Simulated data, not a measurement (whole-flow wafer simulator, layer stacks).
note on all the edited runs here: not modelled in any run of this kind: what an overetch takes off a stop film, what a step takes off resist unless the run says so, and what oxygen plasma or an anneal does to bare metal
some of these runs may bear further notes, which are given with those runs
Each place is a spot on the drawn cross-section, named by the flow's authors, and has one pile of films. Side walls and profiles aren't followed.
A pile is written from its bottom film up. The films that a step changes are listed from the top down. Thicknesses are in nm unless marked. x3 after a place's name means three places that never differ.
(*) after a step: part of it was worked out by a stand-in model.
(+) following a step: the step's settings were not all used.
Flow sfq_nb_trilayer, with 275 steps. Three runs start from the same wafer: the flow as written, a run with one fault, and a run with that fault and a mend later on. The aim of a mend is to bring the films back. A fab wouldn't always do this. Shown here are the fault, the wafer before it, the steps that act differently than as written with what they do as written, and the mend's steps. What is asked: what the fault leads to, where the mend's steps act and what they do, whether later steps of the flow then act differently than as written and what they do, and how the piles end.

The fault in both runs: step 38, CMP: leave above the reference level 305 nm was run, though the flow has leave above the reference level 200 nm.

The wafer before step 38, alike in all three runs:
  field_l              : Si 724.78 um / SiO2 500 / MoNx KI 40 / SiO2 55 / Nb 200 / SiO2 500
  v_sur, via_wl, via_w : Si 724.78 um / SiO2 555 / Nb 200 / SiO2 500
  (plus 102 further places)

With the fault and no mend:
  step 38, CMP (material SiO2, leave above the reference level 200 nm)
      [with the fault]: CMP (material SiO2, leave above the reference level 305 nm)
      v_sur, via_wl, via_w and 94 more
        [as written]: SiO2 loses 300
        [with the fault]: SiO2 loses 195
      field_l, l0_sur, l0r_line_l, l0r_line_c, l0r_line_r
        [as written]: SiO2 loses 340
        [with the fault]: SiO2 loses 235
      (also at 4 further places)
  Steps further on in the flow that do not act as written (not shown: 4 more steps that differ only slightly, by at most 2% or 0.5 nm, whichever is larger):
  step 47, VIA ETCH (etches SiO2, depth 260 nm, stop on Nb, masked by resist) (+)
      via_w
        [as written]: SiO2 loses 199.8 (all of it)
        [with the fault]: SiO2 loses 260
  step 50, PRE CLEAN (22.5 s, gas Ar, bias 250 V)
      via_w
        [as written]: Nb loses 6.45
        [with the fault]: SiO2 loses 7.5
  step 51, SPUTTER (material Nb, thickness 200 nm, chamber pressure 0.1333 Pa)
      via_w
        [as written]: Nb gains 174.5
        [with the fault]: Nb gains 163.1 (new film)
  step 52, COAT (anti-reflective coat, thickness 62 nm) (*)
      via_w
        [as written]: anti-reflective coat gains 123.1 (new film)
        [with the fault]: anti-reflective coat gains 136.1 (new film)
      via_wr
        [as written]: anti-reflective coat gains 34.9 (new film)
        [with the fault]: anti-reflective coat gains 33.2 (new film)
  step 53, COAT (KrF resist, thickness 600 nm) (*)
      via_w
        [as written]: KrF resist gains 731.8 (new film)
        [with the fault]: KrF resist gains 781.6 (new film)
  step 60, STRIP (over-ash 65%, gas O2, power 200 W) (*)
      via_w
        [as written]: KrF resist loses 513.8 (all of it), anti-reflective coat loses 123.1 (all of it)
        [with the fault]: KrF resist loses 563.6 (all of it), anti-reflective coat loses 136.1 (all of it)
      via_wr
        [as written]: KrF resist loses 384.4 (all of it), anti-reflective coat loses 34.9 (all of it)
        [with the fault]: KrF resist loses 378.6 (all of it), anti-reflective coat loses 33.2 (all of it)
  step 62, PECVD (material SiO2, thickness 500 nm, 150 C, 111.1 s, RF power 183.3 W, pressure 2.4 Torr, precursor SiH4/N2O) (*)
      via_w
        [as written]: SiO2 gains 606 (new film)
        [with the fault]: SiO2 gains 678.7 (new film)
  At field_l, v_sur, via_wl and 103 more, the piles at the end differ from the flow's by more than 2% or 0.5 nm, whichever is larger.
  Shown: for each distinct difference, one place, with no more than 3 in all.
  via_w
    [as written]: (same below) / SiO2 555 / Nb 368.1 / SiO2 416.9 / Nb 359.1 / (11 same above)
    [with the fault]: (same below) / SiO2 555 / Nb 200 / SiO2 37.3 / Nb 163.1 / SiO2 489.6 / Nb 359.1 / (11 same above)
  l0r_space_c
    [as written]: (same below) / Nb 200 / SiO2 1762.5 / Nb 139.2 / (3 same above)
    [with the fault]: (same below) / Nb 200 / SiO2 1867.5 / Nb 139.2 / (3 same above)
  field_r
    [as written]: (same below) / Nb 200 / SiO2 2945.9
    [with the fault]: (same below) / Nb 200 / SiO2 3050.9

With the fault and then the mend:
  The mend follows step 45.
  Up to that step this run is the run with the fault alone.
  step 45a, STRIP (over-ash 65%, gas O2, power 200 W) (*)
      field_l, v_sur, via_wl and 102 more
        KrF resist loses 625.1 (all of it), anti-reflective coat loses 62 (all of it)
      via_w
        anti-reflective coat loses 62 (all of it)
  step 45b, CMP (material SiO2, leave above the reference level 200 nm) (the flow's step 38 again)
      field_l, v_sur, via_wl and 103 more
        SiO2 loses 105
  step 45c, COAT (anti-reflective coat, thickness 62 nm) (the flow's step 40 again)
      field_l, v_sur, via_wl and 103 more
        anti-reflective coat gains 62 (new film)
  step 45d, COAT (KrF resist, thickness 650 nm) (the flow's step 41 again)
      field_l, v_sur, via_wl and 103 more
        KrF resist gains 650 (new film)
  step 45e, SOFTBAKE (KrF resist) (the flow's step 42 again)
      alters no film at any place that is followed
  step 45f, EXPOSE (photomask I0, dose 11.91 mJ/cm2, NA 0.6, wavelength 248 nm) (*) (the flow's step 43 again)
      alters no film at any place that is followed
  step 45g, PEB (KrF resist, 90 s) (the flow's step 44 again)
      field_l, v_sur, via_wl and 103 more
        KrF resist loses 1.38
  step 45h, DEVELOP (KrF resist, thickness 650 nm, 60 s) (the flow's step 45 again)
      field_l, v_sur, via_wl and 102 more
        KrF resist loses 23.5
      via_w
        KrF resist loses 648.6 (all of it)
  Every later step of the flow that is run acts as written at every place that is followed.
  The piles end the same as the flow's at every place that both follow.
